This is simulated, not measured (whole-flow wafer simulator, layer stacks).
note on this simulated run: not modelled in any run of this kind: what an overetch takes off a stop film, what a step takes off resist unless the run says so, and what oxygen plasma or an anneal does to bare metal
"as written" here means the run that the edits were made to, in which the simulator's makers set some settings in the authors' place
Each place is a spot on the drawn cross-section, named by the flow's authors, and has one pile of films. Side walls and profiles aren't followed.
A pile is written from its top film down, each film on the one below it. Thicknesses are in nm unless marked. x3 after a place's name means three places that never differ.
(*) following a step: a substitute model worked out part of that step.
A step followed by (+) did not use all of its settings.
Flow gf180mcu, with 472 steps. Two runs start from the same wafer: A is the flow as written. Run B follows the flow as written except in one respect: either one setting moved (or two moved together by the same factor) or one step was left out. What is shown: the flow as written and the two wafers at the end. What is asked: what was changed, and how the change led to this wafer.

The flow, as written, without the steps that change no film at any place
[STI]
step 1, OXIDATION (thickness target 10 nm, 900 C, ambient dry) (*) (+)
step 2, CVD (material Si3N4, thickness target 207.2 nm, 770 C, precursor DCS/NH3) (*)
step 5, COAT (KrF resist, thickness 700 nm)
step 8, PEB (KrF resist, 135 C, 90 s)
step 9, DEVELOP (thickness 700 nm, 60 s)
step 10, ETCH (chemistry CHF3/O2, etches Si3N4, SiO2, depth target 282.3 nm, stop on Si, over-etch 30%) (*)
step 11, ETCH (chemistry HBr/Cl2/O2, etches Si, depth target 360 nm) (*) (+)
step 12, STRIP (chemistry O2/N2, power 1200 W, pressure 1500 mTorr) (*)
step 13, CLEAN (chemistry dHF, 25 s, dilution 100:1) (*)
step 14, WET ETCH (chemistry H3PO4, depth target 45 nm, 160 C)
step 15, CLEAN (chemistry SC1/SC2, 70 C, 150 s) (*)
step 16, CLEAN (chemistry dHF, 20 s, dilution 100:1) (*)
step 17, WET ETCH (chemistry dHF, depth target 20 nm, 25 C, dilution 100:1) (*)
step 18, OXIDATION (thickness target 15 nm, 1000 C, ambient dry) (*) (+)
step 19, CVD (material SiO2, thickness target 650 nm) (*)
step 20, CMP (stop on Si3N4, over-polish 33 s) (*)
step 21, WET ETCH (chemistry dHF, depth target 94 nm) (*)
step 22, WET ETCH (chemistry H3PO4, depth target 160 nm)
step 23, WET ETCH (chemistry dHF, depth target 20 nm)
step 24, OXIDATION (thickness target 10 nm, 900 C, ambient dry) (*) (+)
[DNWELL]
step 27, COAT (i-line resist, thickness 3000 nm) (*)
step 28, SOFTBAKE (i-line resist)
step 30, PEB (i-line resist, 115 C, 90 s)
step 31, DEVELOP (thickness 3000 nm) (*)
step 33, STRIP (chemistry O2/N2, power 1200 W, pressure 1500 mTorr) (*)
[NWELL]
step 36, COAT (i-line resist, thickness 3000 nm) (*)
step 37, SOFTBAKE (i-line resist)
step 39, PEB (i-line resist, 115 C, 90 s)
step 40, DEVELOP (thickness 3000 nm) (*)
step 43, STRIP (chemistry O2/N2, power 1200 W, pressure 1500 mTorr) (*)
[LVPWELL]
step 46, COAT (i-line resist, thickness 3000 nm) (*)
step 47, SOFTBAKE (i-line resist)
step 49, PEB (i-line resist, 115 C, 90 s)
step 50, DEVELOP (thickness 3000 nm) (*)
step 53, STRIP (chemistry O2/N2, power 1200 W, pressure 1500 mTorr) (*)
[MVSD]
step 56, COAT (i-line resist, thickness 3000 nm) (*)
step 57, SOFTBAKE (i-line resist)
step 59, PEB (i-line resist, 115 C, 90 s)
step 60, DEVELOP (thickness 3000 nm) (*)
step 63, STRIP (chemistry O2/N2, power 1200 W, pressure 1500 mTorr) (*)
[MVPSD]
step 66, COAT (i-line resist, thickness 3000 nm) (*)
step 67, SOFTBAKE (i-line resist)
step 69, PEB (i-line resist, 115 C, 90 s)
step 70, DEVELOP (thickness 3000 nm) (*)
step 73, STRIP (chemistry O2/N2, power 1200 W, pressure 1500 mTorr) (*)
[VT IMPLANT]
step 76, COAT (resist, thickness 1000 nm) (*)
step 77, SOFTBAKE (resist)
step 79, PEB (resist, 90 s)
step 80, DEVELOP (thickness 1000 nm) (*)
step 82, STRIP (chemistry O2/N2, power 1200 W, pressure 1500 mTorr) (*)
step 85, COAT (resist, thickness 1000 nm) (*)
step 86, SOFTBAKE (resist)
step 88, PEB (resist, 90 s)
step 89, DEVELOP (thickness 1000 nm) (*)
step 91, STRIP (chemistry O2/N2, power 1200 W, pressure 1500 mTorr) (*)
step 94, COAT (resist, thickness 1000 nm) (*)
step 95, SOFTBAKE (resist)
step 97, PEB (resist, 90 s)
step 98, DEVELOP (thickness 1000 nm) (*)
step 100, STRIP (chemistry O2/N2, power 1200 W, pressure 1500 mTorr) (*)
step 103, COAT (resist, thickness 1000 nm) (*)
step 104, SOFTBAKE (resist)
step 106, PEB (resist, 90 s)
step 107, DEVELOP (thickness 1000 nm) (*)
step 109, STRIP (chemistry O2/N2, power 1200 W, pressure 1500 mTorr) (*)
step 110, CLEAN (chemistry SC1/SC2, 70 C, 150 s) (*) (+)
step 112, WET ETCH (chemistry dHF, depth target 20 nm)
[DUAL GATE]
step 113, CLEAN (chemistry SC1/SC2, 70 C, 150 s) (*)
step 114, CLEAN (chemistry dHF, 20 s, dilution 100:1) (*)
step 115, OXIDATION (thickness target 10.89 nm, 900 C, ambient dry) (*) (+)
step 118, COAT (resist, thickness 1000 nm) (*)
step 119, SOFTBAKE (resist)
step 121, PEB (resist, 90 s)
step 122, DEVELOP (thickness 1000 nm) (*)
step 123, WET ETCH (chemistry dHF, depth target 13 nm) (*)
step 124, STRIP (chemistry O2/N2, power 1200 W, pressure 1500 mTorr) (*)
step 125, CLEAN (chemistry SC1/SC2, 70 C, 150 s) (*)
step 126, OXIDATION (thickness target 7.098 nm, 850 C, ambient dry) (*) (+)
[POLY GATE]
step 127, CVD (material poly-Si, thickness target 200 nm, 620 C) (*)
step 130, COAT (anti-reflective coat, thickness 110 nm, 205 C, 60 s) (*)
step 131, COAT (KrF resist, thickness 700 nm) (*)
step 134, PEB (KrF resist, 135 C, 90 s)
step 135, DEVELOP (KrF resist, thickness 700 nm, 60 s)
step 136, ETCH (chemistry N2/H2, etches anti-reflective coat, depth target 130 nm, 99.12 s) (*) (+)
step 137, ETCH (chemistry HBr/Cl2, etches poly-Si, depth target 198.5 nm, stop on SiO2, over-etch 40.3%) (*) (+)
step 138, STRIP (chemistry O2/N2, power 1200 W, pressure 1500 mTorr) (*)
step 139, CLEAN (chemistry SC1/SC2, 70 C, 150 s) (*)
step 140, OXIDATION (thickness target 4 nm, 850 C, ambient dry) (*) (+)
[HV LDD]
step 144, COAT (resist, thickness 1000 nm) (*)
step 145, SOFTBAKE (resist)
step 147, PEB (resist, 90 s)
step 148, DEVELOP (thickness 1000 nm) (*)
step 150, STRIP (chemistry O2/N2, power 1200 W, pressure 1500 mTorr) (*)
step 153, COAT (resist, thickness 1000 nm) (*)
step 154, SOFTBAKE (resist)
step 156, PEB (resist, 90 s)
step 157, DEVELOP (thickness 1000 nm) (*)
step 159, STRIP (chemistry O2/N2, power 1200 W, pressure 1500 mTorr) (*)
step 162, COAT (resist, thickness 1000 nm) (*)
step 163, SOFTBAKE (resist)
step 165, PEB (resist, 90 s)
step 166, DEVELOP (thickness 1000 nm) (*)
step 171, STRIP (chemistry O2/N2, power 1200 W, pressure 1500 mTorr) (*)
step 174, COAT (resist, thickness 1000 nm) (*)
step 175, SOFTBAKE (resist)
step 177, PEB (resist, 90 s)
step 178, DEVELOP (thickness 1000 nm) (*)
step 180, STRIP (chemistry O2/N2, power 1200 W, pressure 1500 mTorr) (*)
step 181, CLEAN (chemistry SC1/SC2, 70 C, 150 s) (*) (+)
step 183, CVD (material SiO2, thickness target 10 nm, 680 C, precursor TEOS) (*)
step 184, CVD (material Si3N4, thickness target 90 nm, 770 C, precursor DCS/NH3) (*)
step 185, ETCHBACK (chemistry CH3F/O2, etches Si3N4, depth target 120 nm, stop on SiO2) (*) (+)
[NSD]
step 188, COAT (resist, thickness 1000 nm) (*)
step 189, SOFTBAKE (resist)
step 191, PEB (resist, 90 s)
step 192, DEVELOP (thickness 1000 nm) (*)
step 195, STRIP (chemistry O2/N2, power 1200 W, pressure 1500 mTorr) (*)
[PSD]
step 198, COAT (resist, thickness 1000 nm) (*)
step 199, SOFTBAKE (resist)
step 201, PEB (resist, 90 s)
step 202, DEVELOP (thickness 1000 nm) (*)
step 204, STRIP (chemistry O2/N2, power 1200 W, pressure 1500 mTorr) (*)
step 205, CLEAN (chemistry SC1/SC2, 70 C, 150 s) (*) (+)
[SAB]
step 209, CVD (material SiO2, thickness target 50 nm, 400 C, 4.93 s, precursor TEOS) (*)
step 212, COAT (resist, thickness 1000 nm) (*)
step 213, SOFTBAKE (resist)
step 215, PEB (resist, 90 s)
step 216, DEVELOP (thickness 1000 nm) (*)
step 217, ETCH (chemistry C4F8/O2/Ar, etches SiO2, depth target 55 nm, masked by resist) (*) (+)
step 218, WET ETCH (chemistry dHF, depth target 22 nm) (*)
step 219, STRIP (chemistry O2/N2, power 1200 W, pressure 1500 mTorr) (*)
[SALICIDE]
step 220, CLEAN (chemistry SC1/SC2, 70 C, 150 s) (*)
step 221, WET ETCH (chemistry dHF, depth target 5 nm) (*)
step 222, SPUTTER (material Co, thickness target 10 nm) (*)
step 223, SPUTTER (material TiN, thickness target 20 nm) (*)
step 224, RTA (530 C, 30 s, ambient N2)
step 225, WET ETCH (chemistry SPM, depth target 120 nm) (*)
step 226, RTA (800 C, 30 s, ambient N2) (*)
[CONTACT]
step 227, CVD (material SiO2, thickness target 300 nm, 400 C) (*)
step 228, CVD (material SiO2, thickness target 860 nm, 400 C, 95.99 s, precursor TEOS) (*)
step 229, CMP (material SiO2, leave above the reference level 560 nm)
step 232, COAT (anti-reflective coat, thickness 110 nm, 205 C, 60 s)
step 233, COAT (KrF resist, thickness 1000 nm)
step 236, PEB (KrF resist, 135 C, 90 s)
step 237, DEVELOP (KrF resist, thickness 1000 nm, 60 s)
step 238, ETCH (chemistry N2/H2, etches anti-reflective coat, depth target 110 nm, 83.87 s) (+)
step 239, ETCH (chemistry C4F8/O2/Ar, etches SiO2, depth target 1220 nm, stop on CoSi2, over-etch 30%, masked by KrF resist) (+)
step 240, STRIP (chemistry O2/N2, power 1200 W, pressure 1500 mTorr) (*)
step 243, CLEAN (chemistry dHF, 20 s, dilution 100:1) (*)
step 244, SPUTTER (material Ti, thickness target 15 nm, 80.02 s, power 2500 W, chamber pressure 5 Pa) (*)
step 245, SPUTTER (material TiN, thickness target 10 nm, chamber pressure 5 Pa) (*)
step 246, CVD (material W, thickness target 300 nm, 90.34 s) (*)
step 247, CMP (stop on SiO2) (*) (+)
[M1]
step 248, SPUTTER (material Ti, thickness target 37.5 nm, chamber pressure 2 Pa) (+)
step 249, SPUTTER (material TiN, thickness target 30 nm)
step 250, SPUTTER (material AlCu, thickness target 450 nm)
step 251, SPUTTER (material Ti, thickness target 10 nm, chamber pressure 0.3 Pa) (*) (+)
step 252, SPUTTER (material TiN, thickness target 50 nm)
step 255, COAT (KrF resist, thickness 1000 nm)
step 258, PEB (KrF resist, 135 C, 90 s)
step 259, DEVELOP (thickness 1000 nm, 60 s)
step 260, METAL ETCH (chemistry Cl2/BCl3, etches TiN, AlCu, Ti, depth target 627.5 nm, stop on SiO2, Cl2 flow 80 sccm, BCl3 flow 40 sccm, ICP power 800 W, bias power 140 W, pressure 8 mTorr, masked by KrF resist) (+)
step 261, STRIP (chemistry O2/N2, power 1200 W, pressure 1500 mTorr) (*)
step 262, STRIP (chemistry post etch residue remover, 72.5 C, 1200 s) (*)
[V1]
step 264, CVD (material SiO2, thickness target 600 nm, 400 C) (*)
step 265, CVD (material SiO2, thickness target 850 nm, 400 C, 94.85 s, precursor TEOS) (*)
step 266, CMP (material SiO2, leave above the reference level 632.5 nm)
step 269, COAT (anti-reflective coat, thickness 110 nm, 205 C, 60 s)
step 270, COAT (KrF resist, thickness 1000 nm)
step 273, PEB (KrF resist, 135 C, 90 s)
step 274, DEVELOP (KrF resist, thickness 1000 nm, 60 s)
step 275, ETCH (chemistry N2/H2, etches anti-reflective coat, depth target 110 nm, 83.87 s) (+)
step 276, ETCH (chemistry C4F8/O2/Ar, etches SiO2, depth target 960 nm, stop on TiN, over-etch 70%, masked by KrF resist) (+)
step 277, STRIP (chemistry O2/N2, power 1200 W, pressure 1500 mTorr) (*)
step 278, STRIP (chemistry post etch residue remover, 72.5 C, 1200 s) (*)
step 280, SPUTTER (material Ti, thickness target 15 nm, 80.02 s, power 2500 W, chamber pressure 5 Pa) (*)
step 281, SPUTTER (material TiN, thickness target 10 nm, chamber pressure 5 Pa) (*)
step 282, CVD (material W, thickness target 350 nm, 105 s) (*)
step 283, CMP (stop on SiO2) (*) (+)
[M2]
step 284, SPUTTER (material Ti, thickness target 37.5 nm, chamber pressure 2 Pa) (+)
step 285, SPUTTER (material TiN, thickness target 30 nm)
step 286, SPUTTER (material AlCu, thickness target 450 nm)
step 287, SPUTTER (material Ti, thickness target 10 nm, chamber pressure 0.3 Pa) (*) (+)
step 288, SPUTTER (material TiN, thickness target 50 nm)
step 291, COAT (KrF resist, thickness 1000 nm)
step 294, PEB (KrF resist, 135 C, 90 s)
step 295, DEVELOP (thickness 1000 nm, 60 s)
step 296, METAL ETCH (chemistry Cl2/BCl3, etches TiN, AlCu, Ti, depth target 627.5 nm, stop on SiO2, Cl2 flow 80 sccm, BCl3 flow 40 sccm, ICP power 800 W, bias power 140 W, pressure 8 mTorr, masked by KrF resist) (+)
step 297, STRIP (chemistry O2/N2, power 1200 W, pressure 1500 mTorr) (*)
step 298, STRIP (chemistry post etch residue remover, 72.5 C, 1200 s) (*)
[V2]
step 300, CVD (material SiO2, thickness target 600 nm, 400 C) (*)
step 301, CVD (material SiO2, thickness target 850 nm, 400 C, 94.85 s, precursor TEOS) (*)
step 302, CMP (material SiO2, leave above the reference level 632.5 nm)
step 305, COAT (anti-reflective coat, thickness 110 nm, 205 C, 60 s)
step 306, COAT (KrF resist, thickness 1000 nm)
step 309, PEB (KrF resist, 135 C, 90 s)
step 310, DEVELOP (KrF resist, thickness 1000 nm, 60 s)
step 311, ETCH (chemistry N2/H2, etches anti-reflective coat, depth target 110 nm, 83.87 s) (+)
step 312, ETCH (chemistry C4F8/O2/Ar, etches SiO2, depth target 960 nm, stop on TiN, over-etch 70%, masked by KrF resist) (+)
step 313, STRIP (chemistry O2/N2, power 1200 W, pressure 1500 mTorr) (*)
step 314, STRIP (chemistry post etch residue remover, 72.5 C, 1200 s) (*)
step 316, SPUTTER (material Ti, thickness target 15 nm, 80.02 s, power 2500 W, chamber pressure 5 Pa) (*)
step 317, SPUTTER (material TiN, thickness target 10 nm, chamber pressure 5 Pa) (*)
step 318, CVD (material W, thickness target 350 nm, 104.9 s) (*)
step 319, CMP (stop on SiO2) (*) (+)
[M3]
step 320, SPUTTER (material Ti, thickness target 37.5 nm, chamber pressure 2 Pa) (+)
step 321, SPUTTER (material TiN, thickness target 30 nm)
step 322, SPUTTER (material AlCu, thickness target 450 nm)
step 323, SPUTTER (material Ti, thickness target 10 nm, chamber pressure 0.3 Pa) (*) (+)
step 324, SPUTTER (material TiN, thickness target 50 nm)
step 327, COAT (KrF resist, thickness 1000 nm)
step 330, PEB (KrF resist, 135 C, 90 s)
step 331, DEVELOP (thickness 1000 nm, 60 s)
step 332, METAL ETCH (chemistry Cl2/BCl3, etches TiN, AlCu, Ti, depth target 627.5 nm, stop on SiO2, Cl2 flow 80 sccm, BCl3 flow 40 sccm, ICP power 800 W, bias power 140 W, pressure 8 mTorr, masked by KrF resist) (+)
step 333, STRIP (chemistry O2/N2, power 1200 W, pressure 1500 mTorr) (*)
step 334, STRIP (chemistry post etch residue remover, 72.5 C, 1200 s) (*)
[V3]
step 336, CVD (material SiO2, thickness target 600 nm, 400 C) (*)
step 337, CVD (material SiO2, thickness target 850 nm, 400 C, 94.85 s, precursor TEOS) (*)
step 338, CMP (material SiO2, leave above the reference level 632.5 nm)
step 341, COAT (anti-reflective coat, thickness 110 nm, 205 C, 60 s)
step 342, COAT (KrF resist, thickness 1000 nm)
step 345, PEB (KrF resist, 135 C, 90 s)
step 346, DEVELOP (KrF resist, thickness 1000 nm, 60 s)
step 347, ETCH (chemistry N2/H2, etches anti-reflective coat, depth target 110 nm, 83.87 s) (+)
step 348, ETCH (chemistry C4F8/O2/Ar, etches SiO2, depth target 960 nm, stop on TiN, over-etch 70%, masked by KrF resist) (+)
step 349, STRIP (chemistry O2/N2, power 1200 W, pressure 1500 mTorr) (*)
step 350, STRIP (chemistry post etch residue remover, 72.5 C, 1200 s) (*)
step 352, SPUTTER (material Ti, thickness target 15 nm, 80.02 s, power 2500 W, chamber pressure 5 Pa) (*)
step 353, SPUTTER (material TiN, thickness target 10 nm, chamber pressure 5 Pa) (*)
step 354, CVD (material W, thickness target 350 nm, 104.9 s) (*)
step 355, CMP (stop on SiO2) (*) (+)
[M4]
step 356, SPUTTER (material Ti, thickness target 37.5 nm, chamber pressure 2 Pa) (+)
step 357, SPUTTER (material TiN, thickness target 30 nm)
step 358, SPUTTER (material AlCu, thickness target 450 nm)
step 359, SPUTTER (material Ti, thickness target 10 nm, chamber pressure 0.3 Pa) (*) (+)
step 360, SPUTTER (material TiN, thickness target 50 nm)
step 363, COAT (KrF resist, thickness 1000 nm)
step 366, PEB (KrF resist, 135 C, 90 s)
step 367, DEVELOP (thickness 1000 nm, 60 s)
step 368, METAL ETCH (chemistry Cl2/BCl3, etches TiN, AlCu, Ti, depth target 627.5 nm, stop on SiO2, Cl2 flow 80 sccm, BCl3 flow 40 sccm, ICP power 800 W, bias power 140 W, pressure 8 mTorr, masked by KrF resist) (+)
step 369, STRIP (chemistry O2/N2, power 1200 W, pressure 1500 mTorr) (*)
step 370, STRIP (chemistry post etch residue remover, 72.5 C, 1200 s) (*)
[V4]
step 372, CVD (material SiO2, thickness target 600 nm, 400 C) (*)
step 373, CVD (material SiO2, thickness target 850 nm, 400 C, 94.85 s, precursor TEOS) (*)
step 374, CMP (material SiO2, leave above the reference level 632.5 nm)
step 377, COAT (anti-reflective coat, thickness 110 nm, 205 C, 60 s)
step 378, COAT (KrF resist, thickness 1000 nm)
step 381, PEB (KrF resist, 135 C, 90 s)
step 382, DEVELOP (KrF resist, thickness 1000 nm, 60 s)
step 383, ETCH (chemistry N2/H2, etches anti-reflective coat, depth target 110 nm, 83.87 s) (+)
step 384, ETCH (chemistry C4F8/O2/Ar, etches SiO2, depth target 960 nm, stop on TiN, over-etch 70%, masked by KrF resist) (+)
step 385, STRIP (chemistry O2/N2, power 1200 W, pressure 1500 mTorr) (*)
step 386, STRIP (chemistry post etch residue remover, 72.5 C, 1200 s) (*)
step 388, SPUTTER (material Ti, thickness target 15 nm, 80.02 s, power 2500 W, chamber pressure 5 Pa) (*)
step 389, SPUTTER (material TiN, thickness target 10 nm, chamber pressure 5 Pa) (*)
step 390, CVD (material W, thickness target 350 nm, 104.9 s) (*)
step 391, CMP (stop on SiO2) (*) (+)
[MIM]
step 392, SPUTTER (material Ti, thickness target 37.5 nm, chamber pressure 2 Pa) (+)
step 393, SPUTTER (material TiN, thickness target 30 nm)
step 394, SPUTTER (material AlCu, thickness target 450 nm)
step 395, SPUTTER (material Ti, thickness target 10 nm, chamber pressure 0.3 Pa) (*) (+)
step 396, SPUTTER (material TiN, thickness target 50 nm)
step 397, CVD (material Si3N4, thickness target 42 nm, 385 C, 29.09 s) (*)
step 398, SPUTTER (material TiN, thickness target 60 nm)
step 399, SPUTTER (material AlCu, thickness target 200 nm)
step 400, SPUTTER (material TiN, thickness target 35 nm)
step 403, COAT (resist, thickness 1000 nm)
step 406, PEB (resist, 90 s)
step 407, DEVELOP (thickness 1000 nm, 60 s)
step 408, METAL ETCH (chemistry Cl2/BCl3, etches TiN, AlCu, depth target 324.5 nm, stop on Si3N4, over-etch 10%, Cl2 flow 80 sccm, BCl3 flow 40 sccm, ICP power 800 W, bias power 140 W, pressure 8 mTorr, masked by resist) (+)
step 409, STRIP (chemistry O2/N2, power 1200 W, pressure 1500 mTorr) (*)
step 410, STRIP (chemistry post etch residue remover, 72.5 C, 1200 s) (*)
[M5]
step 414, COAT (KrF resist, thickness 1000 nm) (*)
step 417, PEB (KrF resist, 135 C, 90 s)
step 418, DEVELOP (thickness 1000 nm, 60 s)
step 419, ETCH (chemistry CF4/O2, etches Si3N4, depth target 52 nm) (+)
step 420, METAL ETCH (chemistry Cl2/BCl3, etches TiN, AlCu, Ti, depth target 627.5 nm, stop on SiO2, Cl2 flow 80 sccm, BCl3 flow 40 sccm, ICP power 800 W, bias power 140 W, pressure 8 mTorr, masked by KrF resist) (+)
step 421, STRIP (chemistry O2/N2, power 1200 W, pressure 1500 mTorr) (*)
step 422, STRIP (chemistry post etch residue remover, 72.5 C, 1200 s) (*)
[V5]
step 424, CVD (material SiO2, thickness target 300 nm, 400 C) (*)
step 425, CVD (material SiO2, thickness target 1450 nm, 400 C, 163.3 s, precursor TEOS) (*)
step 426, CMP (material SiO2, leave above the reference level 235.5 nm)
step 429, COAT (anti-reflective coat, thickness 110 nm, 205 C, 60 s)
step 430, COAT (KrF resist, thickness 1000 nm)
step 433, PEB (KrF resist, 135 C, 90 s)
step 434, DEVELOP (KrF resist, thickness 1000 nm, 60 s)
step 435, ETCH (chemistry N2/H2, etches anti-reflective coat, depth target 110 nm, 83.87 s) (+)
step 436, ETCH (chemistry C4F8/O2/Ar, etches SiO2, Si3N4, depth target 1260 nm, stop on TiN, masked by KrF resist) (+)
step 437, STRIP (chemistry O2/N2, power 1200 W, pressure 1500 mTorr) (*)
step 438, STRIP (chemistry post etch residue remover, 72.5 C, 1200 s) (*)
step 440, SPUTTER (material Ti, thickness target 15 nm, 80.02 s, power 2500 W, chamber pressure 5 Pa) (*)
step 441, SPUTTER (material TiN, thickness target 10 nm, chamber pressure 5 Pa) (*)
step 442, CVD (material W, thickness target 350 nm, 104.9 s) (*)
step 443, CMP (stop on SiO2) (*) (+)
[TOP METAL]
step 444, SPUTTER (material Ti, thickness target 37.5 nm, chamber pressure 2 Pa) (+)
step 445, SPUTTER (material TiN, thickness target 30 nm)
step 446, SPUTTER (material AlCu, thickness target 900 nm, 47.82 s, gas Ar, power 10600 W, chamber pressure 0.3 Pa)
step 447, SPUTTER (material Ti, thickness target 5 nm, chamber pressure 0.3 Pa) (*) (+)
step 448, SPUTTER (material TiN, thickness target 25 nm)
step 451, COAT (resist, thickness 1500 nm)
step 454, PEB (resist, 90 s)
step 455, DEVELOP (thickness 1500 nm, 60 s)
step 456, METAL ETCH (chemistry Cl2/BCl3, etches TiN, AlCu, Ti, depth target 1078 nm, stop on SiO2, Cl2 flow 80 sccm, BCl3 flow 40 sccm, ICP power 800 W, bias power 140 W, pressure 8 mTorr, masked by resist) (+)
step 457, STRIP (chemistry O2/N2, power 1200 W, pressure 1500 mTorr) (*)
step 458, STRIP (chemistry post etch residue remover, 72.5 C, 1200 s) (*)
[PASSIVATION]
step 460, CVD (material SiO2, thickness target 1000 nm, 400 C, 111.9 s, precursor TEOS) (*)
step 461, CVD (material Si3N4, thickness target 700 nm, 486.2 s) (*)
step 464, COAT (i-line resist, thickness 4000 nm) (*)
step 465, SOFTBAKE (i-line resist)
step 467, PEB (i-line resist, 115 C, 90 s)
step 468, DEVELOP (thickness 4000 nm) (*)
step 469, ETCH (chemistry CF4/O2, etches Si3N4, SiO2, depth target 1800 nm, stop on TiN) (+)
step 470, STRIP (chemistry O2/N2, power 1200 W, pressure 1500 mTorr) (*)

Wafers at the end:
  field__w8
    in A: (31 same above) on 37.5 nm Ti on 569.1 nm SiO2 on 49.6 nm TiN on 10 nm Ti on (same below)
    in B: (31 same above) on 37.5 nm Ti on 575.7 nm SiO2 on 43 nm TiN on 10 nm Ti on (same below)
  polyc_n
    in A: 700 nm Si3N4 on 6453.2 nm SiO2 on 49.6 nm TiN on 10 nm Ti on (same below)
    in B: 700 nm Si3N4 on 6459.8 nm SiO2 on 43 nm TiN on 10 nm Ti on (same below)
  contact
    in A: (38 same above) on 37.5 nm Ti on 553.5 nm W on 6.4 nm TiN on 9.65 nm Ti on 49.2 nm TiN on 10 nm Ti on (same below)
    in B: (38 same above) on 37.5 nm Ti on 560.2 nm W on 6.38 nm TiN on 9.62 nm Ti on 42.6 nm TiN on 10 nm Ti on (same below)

Cause: step 252, SPUTTER: thickness target 43.4 nm was run, though the flow has thickness target 50 nm.

The path from the change to this, step by step:
  step 252, SPUTTER (material TiN, thickness target 50 nm)
      field, field__w1, field__w2 and 108 more: A +50 TiN (new film) | B +43.4 TiN (new film)
  step 260, METAL ETCH (chemistry Cl2/BCl3, etches TiN, AlCu, Ti, depth target 627.5 nm, stop on SiO2, Cl2 flow 80 sccm, BCl3 flow 40 sccm, ICP power 800 W, bias power 140 W, pressure 8 mTorr, masked by KrF resist) (+)
      field, field__w1, field__w2 and 99 more: A -50 TiN (all of it), -10 Ti (all of it), -450 AlCu (all of it), -30 TiN (all of it), -37.5 Ti (all of it) | B -43.4 TiN (all of it), -10 Ti (all of it), -450 AlCu (all of it), -30 TiN (all of it), -37.5 Ti (all of it)
